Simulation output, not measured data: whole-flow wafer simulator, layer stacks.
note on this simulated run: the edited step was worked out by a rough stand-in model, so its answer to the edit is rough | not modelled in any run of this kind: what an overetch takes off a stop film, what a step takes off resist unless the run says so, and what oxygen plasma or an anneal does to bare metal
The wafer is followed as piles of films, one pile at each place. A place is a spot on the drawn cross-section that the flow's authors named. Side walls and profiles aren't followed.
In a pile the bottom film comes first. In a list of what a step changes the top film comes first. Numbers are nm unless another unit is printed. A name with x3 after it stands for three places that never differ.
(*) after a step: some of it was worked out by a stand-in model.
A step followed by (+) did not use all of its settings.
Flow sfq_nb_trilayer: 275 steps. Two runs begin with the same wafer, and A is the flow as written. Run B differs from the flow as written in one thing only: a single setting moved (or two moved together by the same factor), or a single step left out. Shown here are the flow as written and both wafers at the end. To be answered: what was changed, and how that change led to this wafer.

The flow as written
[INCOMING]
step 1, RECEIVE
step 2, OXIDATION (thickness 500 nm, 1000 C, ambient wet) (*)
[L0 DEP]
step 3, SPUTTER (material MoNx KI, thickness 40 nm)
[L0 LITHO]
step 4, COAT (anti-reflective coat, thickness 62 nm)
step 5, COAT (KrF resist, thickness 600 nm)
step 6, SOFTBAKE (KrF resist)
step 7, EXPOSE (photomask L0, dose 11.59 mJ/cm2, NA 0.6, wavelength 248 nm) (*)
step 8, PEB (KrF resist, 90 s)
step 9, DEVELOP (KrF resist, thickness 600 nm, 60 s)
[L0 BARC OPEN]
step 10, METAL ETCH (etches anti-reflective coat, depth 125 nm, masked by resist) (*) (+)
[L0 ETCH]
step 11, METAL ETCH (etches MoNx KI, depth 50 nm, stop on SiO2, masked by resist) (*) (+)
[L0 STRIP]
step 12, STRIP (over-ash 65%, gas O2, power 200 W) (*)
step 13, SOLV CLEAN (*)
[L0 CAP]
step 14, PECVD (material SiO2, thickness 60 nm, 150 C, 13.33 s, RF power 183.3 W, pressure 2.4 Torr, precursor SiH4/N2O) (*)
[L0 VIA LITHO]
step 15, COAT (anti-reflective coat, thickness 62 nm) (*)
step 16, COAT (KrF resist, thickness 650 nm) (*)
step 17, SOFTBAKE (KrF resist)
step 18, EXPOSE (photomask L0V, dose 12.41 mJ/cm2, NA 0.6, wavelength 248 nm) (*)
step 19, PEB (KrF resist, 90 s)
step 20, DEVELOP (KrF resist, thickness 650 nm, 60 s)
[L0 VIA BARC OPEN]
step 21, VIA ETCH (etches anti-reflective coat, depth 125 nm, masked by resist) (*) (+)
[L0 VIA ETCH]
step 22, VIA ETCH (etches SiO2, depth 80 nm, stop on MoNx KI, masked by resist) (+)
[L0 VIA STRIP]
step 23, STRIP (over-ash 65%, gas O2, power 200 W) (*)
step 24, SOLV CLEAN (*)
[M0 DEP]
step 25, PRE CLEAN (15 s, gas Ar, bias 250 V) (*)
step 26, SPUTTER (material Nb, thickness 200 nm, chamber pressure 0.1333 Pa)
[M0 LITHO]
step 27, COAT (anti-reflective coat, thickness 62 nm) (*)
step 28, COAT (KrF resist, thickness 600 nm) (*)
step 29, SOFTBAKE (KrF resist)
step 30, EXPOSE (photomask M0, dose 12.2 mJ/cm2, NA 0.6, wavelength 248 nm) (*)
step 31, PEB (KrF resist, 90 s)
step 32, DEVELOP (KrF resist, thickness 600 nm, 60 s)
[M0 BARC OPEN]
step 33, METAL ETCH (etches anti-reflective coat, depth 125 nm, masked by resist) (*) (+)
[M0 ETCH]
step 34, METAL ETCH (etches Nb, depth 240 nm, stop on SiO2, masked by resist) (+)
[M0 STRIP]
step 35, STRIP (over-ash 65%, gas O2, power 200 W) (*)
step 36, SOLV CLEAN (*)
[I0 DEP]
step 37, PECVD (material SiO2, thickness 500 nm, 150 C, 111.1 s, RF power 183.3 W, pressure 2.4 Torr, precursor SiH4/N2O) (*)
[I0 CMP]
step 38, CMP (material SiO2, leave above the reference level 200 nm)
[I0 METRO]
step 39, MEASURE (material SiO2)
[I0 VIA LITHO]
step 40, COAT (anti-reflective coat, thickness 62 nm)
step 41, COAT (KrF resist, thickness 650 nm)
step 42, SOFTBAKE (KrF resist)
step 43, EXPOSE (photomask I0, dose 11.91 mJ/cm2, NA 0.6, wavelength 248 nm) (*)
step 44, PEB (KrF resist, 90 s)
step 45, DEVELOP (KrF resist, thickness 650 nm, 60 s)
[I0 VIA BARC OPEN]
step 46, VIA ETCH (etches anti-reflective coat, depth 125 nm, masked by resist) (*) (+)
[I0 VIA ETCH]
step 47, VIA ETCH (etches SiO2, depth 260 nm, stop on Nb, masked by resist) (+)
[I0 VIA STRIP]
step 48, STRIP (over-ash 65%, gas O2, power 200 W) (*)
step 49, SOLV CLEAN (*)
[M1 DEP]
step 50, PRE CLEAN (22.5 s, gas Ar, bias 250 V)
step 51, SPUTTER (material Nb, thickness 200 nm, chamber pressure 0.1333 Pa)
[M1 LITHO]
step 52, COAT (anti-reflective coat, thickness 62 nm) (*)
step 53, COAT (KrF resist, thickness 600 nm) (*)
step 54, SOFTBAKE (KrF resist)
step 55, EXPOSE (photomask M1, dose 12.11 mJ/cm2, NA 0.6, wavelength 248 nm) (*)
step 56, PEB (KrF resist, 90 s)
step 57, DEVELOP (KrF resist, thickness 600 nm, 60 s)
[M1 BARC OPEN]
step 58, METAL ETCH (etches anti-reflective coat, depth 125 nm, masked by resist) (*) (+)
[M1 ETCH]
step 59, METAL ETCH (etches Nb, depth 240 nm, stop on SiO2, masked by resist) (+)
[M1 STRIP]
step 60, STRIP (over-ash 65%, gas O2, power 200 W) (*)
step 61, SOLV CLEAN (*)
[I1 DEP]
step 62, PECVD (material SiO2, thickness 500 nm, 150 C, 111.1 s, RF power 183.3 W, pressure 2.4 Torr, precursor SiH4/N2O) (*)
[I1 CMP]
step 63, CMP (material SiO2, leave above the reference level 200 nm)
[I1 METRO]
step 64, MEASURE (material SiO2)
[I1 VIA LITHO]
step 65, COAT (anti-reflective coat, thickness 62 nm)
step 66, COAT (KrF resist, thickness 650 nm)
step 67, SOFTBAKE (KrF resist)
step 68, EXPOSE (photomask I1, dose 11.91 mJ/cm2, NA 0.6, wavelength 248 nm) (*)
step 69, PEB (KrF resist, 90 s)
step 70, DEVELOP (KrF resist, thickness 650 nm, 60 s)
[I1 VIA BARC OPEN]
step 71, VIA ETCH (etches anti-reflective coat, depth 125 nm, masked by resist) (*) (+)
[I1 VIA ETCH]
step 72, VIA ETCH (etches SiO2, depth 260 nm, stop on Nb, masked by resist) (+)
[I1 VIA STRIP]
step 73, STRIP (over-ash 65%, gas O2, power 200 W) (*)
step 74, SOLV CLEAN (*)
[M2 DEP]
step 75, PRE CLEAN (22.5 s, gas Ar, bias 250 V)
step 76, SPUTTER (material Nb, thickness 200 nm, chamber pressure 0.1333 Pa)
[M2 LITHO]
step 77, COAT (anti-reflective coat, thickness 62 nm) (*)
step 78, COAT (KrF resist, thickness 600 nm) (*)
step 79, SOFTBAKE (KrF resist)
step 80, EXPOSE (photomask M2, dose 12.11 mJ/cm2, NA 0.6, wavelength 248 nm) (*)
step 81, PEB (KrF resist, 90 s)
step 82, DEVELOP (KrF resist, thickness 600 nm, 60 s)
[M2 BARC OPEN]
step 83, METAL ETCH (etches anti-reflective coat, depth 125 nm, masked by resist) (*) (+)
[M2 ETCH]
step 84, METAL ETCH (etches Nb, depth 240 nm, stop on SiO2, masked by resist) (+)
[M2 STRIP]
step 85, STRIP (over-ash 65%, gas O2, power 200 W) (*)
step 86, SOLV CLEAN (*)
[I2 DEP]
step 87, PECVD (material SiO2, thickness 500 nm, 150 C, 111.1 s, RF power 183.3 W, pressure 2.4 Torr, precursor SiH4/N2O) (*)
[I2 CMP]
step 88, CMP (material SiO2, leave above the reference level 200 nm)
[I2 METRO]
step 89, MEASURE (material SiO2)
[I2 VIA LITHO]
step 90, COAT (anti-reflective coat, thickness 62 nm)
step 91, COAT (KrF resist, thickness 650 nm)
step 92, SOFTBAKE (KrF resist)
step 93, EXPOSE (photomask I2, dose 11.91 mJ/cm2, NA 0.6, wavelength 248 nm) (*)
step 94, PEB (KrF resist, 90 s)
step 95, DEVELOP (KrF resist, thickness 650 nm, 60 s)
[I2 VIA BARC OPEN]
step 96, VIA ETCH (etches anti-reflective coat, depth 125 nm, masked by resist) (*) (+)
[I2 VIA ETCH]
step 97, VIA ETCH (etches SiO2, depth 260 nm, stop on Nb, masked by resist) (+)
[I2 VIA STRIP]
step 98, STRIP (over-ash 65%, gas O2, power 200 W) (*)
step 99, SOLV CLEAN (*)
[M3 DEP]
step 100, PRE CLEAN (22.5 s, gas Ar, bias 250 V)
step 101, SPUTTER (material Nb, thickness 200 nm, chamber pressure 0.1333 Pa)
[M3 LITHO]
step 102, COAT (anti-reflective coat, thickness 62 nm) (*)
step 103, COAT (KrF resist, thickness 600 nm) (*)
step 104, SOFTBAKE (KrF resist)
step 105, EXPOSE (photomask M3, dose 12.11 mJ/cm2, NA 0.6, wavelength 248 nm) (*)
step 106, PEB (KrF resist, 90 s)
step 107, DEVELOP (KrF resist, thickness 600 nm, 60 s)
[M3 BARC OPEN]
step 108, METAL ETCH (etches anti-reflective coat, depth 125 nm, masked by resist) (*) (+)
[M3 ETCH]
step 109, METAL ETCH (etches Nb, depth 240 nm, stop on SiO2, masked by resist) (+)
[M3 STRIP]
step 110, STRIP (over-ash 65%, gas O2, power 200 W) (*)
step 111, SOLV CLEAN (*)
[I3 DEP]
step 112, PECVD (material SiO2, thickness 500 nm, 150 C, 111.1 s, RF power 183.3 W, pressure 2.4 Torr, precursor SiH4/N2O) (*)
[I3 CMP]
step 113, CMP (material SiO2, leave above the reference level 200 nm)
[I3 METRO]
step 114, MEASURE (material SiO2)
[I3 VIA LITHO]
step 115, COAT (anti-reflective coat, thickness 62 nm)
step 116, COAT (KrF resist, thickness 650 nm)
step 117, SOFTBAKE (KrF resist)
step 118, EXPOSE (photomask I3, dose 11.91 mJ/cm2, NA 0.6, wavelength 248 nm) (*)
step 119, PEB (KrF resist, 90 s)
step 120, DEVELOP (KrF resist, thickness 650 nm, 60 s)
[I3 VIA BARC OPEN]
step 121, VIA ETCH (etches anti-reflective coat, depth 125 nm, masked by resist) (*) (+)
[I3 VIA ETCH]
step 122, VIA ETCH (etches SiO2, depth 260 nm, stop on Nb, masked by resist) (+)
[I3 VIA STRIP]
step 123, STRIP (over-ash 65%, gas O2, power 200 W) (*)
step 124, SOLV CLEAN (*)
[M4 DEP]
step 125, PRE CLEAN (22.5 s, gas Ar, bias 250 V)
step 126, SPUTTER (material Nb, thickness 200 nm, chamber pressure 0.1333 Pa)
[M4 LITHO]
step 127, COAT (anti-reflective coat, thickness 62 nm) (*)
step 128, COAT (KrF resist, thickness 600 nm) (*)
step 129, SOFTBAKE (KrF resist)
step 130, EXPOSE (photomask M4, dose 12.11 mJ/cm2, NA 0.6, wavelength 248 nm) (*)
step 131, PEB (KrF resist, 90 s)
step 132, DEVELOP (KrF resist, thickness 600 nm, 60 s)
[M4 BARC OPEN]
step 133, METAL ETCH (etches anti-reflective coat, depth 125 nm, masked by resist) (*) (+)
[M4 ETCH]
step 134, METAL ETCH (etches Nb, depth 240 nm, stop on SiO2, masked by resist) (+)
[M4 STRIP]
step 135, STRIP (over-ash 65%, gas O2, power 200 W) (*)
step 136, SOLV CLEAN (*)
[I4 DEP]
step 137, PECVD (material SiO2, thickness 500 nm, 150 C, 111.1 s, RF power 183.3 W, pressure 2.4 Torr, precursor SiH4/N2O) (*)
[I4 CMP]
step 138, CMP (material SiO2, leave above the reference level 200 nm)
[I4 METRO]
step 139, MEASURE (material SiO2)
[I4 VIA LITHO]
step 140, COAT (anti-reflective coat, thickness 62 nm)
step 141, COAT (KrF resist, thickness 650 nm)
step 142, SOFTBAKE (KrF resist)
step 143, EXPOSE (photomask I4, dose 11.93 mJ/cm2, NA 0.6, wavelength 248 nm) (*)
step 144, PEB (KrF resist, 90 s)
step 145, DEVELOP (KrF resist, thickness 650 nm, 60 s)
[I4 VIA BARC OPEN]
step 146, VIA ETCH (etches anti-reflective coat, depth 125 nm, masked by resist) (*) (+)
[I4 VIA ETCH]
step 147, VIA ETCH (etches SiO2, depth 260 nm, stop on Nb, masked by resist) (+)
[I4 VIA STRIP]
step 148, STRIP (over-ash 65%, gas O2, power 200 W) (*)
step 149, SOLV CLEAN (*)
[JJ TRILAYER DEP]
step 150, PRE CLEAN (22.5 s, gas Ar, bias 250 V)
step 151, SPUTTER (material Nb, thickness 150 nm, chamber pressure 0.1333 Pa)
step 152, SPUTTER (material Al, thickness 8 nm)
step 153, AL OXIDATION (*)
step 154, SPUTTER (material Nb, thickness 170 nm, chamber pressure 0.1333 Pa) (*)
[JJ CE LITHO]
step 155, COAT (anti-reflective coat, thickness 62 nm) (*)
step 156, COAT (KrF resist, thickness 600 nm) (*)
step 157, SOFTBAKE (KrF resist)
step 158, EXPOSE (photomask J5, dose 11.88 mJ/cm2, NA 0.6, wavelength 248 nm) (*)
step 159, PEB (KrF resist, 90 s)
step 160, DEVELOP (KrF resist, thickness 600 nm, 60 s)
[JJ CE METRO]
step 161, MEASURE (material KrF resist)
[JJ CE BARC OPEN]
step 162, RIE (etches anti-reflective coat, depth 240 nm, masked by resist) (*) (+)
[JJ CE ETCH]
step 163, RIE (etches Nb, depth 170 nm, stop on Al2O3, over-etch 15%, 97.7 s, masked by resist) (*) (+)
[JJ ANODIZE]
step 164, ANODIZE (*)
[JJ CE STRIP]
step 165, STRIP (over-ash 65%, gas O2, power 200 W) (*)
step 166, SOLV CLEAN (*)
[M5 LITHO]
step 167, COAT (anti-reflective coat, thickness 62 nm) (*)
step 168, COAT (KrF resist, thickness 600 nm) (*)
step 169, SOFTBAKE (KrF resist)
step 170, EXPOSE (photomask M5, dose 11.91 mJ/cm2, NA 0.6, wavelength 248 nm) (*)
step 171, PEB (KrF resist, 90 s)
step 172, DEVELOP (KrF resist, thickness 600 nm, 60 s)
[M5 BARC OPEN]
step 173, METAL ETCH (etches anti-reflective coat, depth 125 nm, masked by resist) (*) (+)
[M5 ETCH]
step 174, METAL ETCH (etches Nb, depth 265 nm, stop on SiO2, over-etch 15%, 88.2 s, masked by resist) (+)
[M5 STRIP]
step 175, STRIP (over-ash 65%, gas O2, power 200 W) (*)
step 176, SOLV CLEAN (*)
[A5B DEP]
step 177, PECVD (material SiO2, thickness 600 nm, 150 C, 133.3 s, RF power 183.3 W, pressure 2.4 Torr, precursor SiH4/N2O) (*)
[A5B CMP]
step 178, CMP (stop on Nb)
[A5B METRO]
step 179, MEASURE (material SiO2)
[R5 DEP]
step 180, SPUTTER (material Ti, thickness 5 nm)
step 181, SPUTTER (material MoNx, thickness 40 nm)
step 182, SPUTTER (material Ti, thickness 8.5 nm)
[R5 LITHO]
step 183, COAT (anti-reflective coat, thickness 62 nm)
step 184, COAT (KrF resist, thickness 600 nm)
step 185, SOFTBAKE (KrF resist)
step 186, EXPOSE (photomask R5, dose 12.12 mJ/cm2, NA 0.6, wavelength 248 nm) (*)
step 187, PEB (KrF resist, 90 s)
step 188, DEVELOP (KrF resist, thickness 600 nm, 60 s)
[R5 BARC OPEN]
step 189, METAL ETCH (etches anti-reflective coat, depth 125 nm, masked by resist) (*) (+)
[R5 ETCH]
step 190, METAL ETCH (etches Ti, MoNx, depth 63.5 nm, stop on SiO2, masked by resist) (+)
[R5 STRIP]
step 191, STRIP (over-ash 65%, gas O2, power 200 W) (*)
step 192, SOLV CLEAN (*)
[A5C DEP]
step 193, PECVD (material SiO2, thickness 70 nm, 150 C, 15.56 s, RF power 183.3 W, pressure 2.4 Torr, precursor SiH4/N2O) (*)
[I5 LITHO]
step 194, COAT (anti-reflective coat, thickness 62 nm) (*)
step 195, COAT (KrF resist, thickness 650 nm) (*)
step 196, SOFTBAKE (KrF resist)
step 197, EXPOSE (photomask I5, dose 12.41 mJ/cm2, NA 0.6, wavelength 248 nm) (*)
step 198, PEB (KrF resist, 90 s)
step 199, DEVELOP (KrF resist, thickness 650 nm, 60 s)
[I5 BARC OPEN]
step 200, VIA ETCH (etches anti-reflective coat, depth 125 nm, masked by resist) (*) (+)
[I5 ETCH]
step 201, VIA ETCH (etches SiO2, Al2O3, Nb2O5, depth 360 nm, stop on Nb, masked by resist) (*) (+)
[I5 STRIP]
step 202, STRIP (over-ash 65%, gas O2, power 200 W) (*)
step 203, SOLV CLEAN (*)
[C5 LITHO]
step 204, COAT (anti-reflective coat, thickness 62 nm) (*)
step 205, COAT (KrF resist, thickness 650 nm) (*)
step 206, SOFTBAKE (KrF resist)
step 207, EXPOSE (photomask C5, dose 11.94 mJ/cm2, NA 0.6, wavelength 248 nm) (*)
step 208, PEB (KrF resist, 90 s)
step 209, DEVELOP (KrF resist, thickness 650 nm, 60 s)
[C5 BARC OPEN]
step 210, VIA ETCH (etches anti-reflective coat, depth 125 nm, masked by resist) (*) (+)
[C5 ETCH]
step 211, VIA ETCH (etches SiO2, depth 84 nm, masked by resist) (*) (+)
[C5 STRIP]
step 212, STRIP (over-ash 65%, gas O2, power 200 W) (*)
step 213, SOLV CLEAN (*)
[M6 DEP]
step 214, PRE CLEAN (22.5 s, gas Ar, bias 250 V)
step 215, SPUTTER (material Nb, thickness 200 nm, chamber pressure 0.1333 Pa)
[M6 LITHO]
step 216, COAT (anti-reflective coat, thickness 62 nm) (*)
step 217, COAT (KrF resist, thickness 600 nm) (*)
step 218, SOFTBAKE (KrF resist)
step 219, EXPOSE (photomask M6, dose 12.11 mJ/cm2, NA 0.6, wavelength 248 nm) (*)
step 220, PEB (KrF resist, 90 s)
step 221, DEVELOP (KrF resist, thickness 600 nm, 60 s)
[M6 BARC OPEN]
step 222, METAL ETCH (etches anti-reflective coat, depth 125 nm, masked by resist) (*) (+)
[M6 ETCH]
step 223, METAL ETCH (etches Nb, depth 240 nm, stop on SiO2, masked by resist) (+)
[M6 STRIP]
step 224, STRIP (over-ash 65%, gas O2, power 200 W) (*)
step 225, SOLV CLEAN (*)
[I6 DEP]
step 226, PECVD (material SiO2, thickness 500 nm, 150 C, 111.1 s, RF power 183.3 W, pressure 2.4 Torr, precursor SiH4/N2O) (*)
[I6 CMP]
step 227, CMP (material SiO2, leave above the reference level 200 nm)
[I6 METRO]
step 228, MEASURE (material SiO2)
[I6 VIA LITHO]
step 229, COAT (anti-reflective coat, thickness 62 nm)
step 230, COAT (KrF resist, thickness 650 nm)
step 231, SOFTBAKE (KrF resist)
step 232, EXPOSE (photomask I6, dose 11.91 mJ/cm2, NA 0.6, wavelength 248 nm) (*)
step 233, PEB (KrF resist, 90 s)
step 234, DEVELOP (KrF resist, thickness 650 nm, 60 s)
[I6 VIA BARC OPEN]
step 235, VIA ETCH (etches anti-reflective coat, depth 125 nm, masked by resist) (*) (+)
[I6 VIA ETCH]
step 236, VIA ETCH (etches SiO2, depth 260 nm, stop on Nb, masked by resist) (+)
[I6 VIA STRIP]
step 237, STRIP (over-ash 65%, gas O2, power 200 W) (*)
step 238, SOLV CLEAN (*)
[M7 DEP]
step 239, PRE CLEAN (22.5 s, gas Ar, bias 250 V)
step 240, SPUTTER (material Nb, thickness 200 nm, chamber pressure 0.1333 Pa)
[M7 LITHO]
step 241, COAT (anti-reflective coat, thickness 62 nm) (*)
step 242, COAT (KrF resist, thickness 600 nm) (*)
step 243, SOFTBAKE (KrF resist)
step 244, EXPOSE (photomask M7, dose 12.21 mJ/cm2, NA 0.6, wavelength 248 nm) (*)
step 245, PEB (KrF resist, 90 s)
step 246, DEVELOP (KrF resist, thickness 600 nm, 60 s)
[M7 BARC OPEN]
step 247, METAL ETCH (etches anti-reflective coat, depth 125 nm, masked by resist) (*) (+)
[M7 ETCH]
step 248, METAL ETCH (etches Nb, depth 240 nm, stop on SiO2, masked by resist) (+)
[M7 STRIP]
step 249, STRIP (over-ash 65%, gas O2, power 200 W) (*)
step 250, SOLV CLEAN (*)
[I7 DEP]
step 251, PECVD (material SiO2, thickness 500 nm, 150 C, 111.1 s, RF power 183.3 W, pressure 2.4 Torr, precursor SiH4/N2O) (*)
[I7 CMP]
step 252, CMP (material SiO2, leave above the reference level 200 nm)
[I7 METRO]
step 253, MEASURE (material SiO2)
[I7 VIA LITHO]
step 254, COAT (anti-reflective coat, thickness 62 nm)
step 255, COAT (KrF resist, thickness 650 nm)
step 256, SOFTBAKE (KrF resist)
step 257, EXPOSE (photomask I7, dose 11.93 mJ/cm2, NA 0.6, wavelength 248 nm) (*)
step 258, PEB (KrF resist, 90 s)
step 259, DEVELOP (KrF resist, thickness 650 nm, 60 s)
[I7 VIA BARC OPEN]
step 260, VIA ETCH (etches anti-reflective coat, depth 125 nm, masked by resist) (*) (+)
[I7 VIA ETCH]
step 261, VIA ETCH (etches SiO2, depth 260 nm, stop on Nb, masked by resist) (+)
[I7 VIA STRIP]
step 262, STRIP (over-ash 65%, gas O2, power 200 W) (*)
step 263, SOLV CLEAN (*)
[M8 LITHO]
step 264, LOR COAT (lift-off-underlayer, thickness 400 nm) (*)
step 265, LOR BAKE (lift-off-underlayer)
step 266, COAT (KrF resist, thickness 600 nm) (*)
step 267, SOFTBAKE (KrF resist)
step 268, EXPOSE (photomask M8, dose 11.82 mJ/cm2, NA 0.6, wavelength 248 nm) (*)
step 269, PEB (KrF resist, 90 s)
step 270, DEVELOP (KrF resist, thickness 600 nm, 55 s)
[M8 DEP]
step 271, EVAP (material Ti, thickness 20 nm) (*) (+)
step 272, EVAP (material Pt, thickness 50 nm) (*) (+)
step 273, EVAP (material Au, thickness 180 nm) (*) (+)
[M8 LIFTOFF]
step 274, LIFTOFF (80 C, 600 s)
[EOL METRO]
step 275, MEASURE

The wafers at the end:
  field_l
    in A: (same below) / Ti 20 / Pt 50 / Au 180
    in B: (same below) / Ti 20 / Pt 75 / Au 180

Cause: step 272, EVAP: thickness 75 nm was run, though the flow has thickness 50 nm.
The wafer itself shows it: field_l has Pt 75, and step 272 as written asks for 50 nm.

The path from the change to this, step by step:
  step 272, EVAP (material Pt, thickness 50 nm) (*) (+)
      field_l, v_sur, via_wl and 103 more: A +50 Pt (new film) | B +75 Pt (new film)
  step 274, LIFTOFF (80 C, 600 s)
      p4_fl x3, p4_w1 x9, p4_g1 x2 and 60 more: A -180 Au (all of it), -50 Pt (all of it), -20 Ti (all of it), -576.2 KrF resist (all of it), -400 lift-off-underlayer (all of it) | B -180 Au (all of it), -75 Pt (all of it), -20 Ti (all of it), -576.2 KrF resist (all of it), -400 lift-off-underlayer (all of it)
      c5j, ce_r: A -180 Au (all of it), -50 Pt (all of it), -20 Ti (all of it), -573.3 KrF resist (all of it), -399.3 lift-off-underlayer (all of it) | B -180 Au (all of it), -75 Pt (all of it), -20 Ti (all of it), -573.3 KrF resist (all of it), -399.3 lift-off-underlayer (all of it)
      (and at 19 other places as well)
